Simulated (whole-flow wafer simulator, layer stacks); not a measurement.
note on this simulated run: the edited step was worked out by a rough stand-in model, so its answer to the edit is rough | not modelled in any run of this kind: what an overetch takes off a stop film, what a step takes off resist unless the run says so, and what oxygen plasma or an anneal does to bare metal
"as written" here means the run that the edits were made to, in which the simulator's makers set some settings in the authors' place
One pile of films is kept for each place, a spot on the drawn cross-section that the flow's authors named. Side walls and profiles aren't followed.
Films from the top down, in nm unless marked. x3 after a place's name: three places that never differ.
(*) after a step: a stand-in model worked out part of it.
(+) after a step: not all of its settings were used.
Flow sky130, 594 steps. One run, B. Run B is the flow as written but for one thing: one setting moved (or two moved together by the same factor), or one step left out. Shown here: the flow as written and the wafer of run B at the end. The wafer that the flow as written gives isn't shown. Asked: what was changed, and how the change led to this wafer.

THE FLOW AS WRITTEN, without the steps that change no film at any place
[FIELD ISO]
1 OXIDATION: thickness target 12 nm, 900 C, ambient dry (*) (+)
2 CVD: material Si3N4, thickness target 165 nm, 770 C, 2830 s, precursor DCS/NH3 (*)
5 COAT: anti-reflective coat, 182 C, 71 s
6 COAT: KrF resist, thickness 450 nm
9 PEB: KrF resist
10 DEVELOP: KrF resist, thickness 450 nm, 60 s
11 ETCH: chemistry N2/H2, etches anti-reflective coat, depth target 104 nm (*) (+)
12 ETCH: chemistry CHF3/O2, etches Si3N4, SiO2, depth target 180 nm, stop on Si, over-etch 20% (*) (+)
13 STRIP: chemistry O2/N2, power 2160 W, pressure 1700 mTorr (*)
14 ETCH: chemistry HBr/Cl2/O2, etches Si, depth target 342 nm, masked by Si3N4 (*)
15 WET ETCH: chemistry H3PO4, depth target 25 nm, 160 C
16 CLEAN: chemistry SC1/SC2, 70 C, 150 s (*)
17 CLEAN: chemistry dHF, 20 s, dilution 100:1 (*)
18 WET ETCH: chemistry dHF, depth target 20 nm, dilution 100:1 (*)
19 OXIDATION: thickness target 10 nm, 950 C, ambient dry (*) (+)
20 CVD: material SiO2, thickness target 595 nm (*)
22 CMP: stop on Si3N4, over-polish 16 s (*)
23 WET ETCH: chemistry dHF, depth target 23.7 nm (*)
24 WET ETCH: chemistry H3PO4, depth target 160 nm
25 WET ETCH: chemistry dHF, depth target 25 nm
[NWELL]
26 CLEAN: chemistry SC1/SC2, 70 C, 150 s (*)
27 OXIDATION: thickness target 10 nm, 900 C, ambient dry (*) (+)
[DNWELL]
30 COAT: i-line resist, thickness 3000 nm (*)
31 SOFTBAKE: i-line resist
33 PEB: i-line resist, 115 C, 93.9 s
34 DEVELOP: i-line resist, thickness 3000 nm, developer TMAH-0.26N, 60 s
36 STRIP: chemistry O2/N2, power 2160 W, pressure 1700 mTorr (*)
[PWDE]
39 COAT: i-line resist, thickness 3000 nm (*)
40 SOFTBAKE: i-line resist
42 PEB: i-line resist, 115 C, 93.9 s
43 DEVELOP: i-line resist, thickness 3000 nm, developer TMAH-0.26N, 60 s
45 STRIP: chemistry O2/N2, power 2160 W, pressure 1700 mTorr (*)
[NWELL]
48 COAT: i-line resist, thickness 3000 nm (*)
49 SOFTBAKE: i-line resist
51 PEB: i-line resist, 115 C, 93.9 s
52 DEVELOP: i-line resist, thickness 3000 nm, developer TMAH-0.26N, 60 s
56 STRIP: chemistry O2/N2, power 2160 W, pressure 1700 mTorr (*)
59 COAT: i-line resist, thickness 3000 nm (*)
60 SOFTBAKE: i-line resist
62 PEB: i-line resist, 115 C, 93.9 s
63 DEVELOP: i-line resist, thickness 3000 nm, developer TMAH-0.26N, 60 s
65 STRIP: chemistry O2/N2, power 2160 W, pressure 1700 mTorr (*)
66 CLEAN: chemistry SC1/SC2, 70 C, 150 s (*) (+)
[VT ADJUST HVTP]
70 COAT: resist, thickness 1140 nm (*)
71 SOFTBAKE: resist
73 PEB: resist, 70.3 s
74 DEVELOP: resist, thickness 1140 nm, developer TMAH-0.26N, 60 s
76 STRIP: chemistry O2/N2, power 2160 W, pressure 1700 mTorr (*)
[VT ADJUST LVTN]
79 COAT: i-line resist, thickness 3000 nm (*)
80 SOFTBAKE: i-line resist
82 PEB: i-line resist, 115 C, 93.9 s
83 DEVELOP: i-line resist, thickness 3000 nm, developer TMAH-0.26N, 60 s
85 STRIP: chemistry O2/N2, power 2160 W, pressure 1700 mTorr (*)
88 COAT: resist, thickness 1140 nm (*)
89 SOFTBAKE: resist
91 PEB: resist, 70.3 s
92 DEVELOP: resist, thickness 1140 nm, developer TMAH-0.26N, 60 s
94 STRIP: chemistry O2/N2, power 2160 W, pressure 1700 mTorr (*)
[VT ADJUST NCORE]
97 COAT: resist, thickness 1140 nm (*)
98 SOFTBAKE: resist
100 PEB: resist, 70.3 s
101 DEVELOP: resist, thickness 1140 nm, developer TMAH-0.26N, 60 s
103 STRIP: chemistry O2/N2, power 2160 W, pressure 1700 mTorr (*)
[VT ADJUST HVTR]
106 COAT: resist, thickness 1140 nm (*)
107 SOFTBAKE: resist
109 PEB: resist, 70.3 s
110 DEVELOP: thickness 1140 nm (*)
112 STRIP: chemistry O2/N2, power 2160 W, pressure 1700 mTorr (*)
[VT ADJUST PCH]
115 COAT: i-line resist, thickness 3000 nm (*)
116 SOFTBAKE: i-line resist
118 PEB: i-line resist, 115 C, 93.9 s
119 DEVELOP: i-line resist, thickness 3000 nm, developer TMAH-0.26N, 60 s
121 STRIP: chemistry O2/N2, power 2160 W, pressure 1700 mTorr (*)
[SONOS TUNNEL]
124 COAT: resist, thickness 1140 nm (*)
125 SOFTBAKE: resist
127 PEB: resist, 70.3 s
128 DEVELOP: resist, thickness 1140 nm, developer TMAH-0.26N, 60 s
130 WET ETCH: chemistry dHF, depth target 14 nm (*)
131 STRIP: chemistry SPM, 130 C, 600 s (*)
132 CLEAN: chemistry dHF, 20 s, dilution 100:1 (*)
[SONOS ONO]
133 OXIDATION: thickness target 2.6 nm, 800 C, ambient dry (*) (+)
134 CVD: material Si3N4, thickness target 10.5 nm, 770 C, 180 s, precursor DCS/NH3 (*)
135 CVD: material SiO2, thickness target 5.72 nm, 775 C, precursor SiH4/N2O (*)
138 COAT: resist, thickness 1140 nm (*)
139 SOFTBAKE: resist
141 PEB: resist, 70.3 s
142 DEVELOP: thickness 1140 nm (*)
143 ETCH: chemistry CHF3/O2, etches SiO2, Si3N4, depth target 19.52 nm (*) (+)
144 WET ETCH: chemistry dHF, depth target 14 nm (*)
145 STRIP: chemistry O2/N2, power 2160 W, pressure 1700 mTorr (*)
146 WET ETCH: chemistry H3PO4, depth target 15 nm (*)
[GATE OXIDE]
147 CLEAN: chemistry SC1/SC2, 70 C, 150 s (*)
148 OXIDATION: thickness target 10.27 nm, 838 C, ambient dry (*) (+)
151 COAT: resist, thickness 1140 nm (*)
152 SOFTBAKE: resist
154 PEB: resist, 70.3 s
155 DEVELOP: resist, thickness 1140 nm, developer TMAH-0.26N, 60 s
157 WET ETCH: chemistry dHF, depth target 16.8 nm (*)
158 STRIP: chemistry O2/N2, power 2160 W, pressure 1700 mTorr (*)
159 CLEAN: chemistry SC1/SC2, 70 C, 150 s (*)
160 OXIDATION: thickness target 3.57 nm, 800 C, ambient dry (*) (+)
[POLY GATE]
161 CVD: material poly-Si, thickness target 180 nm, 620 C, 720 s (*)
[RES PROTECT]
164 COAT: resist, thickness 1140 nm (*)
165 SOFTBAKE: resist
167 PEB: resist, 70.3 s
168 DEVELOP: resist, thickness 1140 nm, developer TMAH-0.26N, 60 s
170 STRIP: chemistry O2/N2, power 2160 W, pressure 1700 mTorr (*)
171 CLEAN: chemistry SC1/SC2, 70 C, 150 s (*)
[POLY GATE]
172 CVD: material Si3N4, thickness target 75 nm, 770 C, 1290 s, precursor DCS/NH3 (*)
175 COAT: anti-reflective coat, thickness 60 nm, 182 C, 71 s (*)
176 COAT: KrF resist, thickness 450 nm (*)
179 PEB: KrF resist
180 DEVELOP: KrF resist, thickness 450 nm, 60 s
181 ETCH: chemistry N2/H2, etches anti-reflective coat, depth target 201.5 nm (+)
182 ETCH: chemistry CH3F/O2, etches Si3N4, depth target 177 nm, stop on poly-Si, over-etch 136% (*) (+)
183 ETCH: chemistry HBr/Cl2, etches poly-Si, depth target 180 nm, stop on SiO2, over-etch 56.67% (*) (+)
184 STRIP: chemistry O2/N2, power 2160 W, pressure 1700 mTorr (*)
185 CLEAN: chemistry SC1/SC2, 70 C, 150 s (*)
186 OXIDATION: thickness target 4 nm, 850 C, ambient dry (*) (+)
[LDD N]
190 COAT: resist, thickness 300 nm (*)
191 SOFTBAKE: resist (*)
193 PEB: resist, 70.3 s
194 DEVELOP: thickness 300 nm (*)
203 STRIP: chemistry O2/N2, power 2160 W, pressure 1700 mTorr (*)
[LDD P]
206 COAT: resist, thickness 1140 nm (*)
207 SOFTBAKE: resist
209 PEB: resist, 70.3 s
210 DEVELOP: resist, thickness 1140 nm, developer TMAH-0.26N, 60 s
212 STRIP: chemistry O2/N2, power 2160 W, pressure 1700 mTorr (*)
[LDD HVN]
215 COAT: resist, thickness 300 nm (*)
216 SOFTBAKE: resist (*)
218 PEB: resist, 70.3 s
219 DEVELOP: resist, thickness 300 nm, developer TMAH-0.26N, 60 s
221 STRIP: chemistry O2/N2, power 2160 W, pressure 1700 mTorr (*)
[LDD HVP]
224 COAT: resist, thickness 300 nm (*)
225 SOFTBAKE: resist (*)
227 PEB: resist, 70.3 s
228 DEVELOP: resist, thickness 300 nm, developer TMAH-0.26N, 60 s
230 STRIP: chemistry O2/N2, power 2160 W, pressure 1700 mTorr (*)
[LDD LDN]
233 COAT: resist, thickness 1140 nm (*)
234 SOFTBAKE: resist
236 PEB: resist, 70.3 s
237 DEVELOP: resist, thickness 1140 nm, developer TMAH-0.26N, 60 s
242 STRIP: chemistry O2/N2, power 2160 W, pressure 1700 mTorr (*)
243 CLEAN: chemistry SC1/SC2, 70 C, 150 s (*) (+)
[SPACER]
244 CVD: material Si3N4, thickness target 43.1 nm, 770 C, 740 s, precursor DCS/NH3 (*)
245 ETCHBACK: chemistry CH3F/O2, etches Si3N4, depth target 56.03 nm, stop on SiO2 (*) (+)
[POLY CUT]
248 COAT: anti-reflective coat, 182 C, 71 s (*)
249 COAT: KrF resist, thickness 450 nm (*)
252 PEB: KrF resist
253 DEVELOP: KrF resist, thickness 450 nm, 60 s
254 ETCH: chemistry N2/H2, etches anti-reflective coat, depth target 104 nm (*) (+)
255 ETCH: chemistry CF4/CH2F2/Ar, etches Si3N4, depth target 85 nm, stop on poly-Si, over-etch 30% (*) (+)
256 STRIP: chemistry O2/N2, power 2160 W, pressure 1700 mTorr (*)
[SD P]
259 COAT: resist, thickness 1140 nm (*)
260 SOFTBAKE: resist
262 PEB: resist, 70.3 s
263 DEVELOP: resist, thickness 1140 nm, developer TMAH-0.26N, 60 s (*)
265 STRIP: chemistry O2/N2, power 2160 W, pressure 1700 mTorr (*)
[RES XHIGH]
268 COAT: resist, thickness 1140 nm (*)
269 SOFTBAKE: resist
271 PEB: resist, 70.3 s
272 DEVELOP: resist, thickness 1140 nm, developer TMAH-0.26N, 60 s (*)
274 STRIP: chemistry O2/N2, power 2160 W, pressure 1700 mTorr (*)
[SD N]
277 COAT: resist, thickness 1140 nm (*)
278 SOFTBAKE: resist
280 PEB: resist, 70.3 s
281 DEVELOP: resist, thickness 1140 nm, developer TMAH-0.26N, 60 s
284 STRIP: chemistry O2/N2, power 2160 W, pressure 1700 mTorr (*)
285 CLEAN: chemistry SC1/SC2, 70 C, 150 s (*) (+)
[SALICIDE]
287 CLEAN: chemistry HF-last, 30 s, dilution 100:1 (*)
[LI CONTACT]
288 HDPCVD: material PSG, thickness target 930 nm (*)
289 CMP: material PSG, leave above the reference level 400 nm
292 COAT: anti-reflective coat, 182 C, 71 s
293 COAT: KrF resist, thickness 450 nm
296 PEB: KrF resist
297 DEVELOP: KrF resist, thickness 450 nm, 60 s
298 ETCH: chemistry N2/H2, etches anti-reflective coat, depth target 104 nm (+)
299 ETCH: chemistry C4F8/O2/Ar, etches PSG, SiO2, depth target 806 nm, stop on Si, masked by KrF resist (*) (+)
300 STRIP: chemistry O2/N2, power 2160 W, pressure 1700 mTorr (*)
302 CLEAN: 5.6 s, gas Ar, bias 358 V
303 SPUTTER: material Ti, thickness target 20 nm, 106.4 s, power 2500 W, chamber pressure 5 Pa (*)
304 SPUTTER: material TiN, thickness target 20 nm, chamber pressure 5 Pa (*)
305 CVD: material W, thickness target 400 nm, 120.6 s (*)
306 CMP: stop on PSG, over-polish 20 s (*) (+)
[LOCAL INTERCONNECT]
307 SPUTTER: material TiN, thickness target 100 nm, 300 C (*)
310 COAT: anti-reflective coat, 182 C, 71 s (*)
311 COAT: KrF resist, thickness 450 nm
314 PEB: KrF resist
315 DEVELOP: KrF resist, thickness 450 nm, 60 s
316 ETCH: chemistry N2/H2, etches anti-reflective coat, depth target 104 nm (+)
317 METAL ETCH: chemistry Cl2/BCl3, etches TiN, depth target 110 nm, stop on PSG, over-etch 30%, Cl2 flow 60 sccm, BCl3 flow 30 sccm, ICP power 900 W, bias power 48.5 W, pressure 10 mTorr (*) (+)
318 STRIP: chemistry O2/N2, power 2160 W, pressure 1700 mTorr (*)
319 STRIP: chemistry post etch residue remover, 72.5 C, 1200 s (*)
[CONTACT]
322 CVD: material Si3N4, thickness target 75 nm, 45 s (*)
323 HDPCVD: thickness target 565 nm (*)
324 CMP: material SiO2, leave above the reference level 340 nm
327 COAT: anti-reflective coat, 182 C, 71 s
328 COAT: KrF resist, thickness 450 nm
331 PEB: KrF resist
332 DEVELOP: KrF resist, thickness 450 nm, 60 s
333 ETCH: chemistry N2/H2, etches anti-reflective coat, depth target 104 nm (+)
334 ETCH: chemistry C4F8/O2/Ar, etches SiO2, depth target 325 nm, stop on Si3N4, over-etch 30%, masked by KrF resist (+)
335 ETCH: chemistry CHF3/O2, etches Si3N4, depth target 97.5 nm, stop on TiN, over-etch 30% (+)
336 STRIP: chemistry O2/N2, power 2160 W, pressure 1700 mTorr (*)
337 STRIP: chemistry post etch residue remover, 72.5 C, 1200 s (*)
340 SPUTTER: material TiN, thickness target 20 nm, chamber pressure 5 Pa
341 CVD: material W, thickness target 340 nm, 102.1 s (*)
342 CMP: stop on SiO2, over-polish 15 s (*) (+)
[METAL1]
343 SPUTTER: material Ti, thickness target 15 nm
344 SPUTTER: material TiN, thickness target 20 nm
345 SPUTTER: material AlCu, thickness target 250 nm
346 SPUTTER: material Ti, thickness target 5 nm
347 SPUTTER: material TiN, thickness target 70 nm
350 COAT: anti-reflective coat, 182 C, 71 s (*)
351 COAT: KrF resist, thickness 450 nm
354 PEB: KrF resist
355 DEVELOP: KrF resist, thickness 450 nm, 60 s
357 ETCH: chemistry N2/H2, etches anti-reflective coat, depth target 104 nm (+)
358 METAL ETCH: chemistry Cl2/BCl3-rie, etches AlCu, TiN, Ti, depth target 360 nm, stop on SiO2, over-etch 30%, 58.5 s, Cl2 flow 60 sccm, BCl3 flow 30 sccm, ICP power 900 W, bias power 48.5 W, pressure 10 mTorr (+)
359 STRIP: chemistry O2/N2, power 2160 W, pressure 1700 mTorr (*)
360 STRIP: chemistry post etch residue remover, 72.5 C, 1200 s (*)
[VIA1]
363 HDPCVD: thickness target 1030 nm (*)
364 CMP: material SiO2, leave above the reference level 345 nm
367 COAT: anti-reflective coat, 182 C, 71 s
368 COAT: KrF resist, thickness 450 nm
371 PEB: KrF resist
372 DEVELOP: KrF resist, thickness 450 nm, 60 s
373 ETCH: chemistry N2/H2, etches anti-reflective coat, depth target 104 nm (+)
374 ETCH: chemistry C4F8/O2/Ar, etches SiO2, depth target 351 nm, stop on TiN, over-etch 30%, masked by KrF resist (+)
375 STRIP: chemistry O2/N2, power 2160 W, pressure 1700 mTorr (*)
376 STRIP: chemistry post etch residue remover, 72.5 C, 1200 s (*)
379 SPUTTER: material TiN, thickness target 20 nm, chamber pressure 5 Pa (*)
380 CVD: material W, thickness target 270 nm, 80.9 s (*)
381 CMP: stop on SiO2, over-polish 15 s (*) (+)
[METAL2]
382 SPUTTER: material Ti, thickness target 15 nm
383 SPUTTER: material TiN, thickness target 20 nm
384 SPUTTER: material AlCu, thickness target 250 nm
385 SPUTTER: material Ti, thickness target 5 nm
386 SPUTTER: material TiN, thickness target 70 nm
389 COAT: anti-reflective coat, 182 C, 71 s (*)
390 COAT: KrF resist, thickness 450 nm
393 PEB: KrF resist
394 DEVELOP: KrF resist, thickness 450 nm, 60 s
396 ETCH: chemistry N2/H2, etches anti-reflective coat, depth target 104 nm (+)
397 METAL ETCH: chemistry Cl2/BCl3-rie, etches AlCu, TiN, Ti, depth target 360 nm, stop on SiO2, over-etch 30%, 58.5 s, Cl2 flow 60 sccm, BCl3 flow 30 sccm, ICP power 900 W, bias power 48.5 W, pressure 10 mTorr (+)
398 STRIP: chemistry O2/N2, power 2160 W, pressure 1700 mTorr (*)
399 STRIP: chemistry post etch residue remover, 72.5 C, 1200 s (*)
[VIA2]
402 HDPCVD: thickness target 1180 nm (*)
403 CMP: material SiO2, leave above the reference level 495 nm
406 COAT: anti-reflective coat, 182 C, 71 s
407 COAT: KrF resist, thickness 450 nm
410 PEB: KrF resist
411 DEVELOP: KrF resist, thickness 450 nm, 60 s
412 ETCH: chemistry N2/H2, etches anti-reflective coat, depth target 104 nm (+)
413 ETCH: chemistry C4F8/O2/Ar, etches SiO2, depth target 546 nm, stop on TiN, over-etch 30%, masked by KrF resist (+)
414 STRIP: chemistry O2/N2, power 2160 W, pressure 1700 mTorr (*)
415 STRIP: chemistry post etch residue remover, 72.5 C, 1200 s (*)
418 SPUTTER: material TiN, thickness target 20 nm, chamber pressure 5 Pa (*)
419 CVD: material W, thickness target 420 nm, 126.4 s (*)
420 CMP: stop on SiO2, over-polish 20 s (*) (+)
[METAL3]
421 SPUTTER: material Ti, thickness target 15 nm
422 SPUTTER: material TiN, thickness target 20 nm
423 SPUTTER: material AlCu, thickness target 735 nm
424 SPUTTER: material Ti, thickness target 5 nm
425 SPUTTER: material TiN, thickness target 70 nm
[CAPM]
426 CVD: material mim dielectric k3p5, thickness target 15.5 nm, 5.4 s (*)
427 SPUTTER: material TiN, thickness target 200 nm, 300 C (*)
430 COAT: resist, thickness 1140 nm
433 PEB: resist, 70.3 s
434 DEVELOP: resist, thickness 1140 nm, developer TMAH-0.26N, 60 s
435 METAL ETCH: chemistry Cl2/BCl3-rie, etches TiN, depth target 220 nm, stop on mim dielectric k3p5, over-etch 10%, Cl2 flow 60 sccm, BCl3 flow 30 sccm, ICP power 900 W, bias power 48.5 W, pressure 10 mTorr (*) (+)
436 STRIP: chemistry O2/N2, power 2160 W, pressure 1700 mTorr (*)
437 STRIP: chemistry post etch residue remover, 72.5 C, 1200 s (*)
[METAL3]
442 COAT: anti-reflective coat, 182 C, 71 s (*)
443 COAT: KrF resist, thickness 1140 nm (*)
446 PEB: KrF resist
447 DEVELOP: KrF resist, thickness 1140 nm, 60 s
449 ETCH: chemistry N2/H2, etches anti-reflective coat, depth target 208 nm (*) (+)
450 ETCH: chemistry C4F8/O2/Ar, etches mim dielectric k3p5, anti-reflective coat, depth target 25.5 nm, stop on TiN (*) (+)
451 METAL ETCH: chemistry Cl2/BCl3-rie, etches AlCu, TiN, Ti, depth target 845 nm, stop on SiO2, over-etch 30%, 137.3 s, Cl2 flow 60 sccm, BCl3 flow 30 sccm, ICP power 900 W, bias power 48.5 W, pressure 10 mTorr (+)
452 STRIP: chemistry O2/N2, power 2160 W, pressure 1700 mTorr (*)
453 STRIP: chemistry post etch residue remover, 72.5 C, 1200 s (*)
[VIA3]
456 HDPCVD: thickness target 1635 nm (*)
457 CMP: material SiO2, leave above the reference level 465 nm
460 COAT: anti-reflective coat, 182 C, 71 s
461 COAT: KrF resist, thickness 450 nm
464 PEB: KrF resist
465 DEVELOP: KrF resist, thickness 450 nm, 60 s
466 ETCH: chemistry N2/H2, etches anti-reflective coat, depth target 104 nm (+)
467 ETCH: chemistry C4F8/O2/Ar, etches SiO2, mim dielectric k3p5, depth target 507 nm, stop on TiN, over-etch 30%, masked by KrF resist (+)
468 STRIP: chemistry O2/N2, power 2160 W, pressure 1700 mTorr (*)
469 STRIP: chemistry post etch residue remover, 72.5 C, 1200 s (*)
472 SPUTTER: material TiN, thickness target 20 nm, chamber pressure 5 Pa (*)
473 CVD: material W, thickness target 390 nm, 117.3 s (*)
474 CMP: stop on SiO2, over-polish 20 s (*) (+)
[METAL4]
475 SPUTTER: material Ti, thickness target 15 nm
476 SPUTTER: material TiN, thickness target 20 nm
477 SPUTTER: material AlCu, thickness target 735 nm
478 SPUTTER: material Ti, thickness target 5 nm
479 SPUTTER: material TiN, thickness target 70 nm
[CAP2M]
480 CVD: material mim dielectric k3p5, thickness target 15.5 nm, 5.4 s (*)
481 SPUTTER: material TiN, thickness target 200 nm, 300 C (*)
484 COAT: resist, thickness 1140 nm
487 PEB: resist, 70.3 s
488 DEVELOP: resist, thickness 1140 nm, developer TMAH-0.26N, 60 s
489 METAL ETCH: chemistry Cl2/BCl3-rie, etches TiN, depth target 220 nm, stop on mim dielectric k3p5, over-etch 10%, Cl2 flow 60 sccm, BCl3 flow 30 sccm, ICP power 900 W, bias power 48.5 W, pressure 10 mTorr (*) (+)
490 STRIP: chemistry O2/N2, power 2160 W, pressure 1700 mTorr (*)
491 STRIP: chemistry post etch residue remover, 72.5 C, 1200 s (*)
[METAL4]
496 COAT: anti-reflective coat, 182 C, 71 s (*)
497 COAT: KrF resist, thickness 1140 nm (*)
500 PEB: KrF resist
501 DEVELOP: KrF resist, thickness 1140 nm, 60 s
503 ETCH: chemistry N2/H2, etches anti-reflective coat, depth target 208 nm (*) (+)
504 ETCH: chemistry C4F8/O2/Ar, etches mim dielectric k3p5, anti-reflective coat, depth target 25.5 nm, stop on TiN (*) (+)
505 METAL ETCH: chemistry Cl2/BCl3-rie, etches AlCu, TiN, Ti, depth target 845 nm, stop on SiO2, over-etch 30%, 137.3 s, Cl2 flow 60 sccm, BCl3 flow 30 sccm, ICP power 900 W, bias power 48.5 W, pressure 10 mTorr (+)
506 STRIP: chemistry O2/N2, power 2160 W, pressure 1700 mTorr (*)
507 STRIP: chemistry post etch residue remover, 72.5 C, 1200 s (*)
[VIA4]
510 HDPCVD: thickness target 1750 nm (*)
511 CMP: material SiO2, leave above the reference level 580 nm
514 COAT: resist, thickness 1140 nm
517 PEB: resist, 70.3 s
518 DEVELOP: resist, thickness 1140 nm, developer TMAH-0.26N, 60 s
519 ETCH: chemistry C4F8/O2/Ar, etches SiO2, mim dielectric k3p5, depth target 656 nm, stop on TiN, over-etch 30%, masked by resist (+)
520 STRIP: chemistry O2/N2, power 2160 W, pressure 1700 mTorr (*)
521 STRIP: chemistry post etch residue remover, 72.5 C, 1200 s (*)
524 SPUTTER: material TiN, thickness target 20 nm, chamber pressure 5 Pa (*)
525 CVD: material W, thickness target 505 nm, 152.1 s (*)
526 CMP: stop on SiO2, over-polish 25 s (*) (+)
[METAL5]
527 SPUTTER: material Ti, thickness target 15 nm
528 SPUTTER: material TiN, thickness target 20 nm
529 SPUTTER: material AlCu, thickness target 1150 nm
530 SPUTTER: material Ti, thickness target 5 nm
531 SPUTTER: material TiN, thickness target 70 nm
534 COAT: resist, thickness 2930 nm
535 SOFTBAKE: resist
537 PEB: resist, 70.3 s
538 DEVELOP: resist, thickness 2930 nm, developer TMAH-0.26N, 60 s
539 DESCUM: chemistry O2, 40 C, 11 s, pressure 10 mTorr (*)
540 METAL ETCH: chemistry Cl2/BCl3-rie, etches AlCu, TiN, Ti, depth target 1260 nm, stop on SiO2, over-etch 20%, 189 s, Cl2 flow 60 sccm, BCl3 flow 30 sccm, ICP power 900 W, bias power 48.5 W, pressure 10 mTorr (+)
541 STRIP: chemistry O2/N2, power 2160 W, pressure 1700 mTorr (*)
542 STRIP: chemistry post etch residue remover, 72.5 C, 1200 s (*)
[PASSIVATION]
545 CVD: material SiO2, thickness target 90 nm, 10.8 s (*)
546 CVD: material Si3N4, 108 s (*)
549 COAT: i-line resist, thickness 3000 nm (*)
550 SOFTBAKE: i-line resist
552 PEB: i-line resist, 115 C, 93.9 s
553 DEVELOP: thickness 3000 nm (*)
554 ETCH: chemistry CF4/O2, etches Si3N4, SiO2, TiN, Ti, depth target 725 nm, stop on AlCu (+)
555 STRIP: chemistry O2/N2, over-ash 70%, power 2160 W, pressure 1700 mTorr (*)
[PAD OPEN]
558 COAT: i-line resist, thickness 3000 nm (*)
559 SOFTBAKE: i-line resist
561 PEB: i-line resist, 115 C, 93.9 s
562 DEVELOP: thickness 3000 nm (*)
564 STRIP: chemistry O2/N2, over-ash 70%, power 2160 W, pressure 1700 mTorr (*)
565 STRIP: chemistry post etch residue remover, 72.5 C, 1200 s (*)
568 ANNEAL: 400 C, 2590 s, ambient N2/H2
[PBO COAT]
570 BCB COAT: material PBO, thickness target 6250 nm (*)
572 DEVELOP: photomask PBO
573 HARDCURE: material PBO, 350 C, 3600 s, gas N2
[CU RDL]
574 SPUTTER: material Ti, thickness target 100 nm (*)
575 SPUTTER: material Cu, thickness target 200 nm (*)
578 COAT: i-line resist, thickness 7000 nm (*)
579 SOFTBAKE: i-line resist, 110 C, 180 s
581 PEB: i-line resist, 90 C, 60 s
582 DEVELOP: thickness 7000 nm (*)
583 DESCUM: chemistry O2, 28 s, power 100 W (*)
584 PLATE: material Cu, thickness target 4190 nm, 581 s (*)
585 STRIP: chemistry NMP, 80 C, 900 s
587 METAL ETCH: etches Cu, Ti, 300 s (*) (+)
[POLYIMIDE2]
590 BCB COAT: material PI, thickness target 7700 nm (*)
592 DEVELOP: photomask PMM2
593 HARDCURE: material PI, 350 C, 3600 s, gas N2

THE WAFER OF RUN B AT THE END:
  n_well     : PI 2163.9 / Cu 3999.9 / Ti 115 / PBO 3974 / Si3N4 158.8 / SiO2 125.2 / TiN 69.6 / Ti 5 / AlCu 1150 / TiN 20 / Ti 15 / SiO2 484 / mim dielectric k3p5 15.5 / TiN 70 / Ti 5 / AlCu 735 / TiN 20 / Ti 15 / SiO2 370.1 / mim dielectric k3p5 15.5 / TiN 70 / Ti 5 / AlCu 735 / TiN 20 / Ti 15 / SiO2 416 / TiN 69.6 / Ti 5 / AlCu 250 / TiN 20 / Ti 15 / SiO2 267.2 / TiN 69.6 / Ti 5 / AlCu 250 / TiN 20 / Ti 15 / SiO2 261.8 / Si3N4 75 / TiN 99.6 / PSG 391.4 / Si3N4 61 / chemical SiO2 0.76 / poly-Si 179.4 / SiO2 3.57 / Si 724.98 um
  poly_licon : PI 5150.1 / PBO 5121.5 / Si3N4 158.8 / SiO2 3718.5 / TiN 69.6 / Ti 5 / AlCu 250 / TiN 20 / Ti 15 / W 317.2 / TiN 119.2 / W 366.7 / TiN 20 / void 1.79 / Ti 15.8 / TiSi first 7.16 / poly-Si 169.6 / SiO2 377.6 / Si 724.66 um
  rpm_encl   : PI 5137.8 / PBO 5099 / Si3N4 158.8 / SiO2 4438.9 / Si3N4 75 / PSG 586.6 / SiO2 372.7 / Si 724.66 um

The cause: step 574, SPUTTER: thickness target 115 nm was run, where the flow has thickness target 100 nm.
It can be read off the wafer: n_well has Ti 115, and step 574 as written asks for 100 nm.

How the change led to this, step by step:
  574 SPUTTER: material Ti, thickness target 100 nm (*)
      field, active, n_well and 190 more: Ti +115 (new film) (as written it would be: Ti +100 (new film))
  587 METAL ETCH: etches Cu, Ti, 300 s (*) (+)
      field, active, gate and 167 more: Cu -200 (all of it), Ti -115 (all of it) (as written it would be: Cu -200 (all of it), Ti -100 (all of it))
  590 BCB COAT: material PI, thickness target 7700 nm (*)
      de16_gate_nw: PI +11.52 um (new film) (as written it would be: PI +11.5 um (new film))
